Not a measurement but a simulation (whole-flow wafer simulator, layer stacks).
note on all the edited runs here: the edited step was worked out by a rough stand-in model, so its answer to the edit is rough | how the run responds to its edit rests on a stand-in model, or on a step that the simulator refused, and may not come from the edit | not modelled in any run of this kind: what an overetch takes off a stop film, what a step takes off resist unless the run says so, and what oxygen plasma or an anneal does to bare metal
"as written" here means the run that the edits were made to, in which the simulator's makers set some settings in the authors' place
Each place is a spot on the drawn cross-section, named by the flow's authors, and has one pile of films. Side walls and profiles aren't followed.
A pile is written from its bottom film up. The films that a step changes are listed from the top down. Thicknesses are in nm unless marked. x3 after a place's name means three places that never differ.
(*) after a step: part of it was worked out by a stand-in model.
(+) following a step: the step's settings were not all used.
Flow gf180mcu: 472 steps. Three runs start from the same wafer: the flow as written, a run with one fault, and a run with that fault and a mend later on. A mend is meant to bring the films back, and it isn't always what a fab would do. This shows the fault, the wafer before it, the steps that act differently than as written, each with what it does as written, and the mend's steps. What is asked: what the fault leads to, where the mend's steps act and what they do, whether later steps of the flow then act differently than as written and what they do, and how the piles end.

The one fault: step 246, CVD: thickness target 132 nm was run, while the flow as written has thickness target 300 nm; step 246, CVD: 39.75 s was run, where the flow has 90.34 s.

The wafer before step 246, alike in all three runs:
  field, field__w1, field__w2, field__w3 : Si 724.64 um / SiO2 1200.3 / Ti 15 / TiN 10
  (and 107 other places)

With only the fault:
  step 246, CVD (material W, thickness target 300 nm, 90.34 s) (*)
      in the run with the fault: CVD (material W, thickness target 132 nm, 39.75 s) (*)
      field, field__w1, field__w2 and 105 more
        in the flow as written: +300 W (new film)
        in the run with the fault: +132.7 W (new film)
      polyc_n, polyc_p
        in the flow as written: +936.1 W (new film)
        in the run with the fault: +768.7 W (new film)
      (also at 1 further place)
  Later steps of the flow acting differently than as written:
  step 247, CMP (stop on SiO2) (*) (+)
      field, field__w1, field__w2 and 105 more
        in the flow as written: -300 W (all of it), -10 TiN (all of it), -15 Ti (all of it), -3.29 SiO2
        in the run with the fault: -132.7 W (all of it), -10 TiN (all of it), -15 Ti (all of it), -1.6 SiO2
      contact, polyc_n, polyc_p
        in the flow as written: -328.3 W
        in the run with the fault: -159.3 W
  At the end the piles are close to the flow's at the places that both follow, differing by at most 2% or 0.5 nm, whichever is larger.

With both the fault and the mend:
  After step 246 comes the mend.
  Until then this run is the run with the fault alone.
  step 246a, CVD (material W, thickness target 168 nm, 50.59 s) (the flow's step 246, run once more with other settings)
      field, field__w1, field__w2 and 108 more
        +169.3 W
  Later steps of the flow that are run all act as written at every place that is followed, up to a difference of at most 2% or 0.5 nm, whichever is larger.
  At the end the piles are close to the flow's at the places that both follow, differing by at most 2% or 0.5 nm, whichever is larger.
